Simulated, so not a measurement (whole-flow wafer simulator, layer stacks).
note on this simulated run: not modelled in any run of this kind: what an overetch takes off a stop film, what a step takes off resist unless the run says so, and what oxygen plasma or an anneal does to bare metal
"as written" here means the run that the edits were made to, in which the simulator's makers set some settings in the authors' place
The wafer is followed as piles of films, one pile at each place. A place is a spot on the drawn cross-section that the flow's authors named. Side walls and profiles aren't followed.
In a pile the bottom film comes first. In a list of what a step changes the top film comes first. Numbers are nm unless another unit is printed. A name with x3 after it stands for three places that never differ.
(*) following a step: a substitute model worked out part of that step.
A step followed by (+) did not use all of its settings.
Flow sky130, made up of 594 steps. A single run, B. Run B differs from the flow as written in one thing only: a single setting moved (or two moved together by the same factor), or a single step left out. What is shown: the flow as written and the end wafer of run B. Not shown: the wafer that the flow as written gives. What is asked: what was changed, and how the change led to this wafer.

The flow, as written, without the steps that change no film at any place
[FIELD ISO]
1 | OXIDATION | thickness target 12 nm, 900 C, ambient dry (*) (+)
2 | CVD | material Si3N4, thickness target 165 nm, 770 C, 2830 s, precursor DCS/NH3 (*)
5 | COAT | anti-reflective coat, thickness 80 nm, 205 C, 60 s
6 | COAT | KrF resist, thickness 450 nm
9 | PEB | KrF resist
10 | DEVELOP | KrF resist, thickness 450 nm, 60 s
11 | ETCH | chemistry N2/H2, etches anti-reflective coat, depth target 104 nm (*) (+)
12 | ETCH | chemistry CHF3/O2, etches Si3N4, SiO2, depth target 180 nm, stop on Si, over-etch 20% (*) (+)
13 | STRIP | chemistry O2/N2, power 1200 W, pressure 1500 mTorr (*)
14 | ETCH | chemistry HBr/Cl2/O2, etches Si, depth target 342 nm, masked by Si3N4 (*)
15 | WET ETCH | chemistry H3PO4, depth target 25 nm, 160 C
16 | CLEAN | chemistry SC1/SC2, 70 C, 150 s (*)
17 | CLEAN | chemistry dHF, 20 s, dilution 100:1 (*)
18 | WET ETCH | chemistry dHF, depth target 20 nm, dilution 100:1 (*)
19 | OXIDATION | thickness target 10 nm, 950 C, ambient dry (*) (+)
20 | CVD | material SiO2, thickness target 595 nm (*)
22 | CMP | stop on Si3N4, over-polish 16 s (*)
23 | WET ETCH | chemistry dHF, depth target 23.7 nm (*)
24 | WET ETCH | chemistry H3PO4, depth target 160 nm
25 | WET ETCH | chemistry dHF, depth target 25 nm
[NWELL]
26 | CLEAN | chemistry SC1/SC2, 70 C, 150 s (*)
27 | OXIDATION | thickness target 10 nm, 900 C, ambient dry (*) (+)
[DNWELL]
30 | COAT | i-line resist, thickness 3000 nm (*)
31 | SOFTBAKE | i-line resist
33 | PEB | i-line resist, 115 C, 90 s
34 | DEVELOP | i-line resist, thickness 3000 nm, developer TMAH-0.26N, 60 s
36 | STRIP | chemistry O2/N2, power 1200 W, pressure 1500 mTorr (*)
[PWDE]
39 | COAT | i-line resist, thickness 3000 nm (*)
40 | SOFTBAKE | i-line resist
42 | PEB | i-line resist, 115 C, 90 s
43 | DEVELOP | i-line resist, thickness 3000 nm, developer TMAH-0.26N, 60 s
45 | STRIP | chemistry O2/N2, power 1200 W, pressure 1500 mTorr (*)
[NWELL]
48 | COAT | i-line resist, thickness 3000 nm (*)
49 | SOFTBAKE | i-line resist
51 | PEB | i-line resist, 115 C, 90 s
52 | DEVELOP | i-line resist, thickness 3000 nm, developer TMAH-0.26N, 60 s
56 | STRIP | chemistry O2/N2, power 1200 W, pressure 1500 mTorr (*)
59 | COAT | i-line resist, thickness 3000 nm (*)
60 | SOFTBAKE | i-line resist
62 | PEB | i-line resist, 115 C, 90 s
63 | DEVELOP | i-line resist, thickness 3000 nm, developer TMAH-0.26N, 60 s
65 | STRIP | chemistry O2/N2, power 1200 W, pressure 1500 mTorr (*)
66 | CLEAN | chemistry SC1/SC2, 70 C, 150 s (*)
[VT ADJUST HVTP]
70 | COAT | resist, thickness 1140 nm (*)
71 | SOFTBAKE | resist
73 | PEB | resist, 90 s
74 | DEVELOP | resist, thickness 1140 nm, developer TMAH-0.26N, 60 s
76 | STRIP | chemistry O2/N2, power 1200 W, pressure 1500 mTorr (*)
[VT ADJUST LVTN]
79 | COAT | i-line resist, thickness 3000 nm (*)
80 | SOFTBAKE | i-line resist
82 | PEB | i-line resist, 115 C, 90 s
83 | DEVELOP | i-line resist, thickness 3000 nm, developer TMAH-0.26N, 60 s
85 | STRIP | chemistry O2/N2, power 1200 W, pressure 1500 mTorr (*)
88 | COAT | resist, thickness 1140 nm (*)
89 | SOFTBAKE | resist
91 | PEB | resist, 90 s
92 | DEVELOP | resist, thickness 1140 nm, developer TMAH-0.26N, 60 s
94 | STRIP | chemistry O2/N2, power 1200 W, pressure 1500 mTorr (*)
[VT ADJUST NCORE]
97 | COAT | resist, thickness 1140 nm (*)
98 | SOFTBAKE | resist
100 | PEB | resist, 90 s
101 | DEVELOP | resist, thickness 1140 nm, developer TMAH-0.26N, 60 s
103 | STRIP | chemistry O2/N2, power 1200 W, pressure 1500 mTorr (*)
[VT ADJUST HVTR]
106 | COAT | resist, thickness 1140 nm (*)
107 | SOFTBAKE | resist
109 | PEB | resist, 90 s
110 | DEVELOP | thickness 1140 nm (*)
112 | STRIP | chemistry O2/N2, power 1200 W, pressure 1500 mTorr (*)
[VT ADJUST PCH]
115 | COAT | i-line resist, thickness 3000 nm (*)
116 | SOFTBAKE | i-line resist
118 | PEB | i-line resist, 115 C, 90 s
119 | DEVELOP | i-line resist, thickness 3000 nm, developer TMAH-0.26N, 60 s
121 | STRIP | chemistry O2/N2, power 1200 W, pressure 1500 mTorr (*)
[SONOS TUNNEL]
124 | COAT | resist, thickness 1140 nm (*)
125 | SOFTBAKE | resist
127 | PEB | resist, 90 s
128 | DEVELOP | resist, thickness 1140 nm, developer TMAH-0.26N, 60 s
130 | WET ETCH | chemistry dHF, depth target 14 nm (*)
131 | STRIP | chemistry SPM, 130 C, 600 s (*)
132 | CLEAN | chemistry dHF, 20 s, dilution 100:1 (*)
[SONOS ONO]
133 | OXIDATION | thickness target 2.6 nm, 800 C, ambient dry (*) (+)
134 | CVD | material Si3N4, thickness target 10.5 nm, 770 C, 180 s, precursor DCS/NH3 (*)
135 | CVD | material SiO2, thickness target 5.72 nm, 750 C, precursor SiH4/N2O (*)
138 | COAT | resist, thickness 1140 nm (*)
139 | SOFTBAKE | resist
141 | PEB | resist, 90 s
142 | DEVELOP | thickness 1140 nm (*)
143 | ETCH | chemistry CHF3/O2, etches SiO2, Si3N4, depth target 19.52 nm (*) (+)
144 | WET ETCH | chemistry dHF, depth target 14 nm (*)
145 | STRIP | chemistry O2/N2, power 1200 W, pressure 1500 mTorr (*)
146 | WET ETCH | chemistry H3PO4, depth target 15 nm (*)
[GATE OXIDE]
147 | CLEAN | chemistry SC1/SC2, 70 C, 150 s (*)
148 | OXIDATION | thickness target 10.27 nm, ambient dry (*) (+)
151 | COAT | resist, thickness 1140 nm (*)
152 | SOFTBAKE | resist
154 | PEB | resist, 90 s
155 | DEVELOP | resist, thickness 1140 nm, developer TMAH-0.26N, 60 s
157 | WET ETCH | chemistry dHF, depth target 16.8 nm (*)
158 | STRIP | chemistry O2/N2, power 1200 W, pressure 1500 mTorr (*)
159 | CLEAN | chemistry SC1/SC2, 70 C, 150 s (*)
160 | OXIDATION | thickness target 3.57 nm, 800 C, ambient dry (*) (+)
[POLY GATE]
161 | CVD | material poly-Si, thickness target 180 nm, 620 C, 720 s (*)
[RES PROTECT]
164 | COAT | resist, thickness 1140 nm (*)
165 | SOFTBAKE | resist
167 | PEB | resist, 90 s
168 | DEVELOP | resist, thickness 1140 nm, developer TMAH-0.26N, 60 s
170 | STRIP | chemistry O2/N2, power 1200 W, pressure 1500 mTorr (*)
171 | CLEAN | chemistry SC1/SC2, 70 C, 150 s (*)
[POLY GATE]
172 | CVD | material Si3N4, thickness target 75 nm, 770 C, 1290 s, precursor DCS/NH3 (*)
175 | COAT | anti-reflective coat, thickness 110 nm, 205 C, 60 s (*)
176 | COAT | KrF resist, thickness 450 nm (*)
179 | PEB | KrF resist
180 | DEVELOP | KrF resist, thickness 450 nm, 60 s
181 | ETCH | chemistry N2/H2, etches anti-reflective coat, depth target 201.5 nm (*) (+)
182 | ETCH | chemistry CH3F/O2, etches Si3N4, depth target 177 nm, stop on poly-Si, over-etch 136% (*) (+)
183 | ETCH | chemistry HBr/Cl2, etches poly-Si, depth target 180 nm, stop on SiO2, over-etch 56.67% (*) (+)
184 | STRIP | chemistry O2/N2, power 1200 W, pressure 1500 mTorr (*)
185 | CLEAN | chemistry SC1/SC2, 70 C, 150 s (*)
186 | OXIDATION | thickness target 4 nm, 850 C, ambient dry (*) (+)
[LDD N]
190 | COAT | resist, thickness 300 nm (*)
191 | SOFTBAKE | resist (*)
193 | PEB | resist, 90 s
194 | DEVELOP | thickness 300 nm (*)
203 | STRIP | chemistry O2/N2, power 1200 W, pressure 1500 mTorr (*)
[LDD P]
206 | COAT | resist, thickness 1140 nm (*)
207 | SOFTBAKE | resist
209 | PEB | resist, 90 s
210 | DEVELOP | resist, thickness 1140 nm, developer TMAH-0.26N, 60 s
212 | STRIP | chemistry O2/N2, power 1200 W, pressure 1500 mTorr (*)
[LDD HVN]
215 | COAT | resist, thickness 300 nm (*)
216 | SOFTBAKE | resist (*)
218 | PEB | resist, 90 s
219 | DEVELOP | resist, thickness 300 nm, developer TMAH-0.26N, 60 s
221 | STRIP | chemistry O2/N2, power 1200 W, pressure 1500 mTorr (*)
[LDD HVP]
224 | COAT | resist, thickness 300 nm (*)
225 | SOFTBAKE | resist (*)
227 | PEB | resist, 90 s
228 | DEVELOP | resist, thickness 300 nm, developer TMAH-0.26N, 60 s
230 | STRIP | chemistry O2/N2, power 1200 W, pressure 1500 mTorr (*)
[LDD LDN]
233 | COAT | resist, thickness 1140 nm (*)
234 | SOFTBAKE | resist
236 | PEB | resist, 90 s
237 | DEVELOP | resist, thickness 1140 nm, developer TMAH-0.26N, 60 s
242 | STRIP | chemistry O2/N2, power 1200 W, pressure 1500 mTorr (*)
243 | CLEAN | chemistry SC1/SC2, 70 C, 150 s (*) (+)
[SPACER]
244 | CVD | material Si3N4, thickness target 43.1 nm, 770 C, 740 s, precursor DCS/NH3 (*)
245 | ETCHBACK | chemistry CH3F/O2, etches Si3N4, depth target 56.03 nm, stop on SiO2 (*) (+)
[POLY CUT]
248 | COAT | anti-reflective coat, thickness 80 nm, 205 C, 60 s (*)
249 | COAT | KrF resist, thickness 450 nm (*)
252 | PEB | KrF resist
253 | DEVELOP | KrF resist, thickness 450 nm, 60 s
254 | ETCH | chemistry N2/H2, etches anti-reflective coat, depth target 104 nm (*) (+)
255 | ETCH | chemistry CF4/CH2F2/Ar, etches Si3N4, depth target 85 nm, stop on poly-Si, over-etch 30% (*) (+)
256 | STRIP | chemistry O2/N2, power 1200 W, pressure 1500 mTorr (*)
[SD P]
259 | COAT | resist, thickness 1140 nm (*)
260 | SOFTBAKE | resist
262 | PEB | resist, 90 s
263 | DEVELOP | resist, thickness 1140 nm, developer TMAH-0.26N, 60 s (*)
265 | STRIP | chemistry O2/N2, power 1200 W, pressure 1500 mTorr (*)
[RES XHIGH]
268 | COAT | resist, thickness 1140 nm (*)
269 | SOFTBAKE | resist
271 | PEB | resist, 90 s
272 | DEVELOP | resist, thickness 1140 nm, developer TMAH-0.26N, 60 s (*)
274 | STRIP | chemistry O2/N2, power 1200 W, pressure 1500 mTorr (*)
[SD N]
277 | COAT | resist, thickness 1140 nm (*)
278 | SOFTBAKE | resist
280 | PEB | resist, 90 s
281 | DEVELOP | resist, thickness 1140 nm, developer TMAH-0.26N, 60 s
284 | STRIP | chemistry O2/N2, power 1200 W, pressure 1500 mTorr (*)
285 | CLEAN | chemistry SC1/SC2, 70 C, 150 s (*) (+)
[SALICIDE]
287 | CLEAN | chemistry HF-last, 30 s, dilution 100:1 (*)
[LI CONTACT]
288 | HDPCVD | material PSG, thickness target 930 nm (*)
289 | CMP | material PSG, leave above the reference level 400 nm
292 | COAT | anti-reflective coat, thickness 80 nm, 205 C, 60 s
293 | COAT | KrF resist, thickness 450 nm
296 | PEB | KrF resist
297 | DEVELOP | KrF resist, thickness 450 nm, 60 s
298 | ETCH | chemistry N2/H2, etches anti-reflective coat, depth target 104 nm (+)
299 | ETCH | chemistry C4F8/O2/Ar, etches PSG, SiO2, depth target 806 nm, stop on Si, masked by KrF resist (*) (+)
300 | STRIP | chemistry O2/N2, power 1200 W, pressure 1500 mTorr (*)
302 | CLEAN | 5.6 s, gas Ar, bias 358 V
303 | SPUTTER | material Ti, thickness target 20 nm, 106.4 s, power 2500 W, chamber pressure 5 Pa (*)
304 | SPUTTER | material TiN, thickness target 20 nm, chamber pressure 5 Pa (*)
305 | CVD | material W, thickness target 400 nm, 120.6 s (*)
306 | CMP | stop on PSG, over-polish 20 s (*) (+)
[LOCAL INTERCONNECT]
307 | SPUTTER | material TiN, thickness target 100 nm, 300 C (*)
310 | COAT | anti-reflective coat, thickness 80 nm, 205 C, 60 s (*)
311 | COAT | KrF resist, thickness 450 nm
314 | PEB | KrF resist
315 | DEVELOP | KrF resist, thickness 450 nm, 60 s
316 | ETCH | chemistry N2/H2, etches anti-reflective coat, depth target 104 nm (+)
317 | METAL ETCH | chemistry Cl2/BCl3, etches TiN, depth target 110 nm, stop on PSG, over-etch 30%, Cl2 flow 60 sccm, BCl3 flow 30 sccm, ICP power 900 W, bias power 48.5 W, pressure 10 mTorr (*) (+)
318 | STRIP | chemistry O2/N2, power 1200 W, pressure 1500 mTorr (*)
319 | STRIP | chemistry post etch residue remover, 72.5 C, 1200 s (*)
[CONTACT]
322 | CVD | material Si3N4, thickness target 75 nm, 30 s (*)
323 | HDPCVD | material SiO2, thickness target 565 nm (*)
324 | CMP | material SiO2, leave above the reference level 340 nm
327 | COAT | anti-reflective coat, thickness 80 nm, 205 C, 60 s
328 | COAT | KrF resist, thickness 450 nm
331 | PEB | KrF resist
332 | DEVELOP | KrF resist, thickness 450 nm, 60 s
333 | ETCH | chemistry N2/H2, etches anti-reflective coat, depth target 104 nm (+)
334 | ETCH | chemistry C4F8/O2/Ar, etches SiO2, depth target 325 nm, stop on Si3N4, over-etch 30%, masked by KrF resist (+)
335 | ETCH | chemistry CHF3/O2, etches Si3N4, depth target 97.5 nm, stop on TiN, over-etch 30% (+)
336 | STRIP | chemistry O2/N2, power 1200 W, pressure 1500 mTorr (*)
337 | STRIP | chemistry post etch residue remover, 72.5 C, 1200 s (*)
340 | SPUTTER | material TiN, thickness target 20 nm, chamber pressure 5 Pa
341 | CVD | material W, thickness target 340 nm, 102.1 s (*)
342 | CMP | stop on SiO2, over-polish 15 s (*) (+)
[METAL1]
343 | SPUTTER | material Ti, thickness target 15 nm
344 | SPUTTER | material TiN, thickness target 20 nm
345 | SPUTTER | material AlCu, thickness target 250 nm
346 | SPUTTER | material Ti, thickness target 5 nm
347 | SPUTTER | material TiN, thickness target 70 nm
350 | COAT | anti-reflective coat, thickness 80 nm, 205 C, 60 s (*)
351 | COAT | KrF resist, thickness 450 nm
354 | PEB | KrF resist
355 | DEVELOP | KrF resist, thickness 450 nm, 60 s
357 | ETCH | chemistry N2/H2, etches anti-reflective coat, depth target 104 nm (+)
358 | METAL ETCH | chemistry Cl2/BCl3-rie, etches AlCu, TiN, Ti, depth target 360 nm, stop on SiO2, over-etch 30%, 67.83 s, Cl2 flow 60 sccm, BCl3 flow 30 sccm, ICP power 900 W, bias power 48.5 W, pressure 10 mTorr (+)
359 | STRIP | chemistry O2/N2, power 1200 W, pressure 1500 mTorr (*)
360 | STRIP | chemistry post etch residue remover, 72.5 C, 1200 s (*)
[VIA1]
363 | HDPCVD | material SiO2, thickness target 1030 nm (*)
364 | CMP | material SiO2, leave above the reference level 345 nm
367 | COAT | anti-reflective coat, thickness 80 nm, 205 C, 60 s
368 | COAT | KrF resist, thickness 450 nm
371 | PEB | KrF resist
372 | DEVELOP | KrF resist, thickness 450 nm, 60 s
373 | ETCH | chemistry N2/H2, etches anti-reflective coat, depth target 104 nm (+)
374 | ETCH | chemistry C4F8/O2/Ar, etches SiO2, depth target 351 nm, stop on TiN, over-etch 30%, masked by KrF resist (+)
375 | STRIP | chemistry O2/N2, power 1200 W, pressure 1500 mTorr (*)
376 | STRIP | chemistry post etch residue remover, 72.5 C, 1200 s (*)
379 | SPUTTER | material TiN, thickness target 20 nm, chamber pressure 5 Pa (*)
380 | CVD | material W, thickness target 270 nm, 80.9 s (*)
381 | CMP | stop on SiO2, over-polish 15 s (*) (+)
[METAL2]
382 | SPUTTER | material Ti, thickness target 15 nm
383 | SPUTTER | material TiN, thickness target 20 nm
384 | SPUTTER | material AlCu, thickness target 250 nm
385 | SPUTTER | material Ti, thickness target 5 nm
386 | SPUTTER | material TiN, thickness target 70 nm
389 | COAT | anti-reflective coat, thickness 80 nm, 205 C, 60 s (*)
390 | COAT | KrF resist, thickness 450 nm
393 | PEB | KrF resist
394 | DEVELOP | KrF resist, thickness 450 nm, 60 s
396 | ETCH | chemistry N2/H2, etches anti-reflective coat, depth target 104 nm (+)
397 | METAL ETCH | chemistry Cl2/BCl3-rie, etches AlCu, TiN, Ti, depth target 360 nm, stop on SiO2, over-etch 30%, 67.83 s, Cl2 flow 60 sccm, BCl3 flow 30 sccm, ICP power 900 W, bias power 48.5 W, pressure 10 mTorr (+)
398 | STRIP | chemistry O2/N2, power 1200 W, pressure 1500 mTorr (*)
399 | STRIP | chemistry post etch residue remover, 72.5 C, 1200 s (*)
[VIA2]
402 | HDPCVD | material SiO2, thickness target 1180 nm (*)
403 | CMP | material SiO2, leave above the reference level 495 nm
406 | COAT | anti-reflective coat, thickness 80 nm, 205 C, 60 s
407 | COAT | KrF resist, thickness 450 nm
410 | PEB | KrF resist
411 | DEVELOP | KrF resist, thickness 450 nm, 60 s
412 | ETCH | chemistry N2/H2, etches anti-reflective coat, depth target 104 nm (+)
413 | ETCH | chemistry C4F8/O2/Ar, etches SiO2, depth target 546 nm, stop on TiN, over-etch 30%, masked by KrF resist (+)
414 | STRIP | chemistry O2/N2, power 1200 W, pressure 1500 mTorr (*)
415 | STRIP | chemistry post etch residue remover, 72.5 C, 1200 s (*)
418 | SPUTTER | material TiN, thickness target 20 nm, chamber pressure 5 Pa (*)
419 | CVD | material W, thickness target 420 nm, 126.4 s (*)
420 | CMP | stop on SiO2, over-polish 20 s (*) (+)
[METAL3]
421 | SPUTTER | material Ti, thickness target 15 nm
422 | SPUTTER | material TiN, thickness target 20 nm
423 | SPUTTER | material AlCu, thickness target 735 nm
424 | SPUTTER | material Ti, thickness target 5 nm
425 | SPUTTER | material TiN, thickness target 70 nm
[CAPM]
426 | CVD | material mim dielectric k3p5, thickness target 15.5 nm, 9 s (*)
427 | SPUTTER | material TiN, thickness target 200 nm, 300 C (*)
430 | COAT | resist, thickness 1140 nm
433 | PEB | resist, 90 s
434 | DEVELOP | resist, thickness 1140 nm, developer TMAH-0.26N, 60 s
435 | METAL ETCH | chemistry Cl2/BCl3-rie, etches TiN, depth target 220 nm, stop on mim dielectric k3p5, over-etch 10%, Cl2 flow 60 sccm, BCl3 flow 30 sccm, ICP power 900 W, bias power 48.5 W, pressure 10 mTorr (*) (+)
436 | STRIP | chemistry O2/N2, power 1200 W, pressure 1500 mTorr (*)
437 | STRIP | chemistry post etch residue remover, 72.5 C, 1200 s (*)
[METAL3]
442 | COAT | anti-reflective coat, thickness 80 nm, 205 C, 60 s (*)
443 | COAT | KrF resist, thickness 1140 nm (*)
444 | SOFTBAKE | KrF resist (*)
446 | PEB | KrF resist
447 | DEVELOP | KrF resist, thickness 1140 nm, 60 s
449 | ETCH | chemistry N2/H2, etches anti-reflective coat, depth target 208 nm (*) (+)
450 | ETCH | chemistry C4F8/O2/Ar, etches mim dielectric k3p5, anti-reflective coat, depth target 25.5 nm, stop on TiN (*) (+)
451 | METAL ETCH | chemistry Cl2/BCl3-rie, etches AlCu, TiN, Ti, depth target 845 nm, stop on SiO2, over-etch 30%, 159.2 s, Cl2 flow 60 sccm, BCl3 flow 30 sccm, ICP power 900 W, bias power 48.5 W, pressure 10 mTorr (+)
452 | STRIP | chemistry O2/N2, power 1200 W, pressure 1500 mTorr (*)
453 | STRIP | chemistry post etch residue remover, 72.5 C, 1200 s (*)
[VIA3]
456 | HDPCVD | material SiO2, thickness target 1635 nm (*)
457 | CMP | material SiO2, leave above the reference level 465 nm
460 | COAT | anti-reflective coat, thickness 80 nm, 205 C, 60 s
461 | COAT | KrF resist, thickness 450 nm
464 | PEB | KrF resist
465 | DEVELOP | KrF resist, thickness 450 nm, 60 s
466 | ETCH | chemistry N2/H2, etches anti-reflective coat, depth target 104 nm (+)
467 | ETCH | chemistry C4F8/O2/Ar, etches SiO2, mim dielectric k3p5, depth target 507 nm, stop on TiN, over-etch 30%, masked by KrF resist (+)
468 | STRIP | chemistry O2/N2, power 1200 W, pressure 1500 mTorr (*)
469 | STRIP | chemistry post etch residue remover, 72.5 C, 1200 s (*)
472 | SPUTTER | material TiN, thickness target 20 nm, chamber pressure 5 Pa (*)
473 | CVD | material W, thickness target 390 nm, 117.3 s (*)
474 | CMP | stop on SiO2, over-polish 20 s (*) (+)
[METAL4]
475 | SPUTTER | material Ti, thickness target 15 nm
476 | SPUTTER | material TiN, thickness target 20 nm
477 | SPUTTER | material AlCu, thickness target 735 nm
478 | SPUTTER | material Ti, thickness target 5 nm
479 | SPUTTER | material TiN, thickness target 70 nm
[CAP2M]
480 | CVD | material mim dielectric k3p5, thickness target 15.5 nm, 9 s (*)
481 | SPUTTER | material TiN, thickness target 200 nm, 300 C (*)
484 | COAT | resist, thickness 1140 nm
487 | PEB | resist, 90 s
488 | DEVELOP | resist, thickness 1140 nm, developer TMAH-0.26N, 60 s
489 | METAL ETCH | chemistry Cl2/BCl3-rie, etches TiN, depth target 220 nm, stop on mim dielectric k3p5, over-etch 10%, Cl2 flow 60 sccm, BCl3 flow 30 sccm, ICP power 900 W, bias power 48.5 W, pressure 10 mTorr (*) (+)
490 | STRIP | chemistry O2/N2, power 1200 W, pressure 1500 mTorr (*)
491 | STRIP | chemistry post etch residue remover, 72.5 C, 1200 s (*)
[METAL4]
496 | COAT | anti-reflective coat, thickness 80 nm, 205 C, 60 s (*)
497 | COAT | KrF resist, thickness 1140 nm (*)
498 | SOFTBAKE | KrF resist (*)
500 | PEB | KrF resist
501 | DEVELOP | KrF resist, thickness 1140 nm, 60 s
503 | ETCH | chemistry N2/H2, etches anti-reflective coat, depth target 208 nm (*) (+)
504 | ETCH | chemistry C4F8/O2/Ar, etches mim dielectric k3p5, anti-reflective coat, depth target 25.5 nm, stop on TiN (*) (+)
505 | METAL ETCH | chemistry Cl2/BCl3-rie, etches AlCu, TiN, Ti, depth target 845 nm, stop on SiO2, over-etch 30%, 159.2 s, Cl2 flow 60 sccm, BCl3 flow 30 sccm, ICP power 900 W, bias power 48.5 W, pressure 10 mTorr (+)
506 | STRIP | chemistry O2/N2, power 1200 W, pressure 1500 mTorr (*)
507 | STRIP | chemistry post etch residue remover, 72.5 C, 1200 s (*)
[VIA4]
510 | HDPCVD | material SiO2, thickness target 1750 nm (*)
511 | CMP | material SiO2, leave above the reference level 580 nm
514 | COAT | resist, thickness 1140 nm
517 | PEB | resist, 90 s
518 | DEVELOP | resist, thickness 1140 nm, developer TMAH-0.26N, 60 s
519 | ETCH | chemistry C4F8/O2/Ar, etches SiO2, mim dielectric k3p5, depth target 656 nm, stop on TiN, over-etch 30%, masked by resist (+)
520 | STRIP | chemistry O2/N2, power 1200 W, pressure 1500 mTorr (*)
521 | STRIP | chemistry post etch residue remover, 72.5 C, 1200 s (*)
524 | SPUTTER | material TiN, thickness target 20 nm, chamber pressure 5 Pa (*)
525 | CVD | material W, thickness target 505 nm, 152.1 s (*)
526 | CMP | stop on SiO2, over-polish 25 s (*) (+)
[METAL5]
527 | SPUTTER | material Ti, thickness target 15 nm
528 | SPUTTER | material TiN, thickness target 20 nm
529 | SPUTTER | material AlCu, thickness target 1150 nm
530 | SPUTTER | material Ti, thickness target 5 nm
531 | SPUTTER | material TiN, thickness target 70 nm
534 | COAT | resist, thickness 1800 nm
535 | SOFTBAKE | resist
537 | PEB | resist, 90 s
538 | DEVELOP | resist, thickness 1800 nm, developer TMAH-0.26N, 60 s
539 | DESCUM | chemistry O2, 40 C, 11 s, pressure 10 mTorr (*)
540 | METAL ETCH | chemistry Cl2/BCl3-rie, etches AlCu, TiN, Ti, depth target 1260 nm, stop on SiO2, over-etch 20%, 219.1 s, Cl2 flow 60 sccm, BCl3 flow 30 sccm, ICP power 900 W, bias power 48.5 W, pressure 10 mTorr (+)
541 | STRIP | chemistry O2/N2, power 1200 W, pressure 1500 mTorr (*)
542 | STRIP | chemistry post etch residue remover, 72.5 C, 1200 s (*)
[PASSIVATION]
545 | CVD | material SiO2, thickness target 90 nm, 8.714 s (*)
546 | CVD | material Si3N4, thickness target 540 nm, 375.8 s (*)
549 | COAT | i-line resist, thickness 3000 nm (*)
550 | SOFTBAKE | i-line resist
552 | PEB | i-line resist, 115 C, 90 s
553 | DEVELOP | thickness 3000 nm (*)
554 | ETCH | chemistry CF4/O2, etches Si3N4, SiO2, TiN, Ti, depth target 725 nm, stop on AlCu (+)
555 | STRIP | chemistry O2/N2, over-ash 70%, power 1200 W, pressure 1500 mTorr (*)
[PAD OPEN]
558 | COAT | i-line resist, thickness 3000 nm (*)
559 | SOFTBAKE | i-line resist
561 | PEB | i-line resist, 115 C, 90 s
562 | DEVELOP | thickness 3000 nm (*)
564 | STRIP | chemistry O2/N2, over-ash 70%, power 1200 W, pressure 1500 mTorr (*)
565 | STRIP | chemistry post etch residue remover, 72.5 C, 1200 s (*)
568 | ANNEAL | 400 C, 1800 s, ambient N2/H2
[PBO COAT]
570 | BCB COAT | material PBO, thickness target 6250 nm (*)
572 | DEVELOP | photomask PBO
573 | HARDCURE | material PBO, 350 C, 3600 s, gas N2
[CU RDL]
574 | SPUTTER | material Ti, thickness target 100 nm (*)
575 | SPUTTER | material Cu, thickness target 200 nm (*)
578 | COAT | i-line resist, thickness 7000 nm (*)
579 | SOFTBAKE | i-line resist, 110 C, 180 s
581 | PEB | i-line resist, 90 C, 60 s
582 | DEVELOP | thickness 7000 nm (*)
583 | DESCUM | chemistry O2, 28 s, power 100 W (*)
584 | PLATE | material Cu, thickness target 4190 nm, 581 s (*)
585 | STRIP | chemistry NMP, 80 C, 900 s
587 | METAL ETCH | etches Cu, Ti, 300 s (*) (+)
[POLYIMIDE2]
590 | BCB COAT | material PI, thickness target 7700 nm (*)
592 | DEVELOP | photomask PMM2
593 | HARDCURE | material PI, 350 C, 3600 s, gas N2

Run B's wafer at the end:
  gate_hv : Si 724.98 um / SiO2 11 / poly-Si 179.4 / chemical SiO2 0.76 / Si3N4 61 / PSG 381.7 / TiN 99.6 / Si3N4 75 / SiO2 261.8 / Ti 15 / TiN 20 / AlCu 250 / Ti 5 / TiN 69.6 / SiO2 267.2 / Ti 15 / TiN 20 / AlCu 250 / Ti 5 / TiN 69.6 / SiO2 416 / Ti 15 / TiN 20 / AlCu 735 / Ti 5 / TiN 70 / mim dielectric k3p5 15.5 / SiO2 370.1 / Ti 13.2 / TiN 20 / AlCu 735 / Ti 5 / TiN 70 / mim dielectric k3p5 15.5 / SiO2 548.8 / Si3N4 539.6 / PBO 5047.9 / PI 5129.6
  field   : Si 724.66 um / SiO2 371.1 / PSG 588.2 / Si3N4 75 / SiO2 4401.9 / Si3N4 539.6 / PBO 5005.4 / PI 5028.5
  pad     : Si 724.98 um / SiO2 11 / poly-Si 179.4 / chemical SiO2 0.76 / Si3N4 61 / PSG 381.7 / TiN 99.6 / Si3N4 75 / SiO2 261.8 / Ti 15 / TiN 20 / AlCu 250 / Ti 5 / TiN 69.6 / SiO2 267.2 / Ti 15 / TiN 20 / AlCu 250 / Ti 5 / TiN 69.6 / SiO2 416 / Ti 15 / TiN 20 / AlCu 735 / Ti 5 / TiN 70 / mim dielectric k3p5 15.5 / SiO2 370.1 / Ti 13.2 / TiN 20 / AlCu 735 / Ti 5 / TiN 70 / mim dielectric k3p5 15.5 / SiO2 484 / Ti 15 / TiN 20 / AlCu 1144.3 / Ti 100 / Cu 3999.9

What caused this: step 475, SPUTTER: thickness target 13.2 nm was run, though the flow has thickness target 15 nm.
The wafer itself shows it: gate_hv has Ti 13.2, and step 475 as written asks for 15 nm.

How this came from the change, step by step:
  475 | SPUTTER | material Ti, thickness target 15 nm
      field, active, n_well and 189 more: +13.2 Ti (new film) (in the flow as written it would be: +15 Ti (new film))
  505 | METAL ETCH | chemistry Cl2/BCl3-rie, etches AlCu, TiN, Ti, depth target 845 nm, stop on SiO2, over-etch 30%, 159.2 s, Cl2 flow 60 sccm, BCl3 flow 30 sccm, ICP power 900 W, bias power 48.5 W, pressure 10 mTorr (+)
      field, active, gate and 70 more: -70 TiN (all of it), -5 Ti (all of it), -735 AlCu (all of it), -20 TiN (all of it), -13.2 Ti (all of it), -25.5 SiO2 (in the flow as written it would be: -70 TiN (all of it), -5 Ti (all of it), -735 AlCu (all of it), -20 TiN (all of it), -15 Ti (all of it), -25.4 SiO2)
      vpp_iso1, mim_edge_plate, m1_ln and 12 more: -70 TiN (all of it), -5 Ti (all of it), -735 AlCu (all of it), -20 TiN (all of it), -13.2 Ti (all of it), -25.5 SiO2 (in the flow as written it would be: -70 TiN (all of it), -5 Ti (all of it), -735 AlCu (all of it), -20 TiN (all of it), -15 Ti (all of it), -25.3 SiO2)
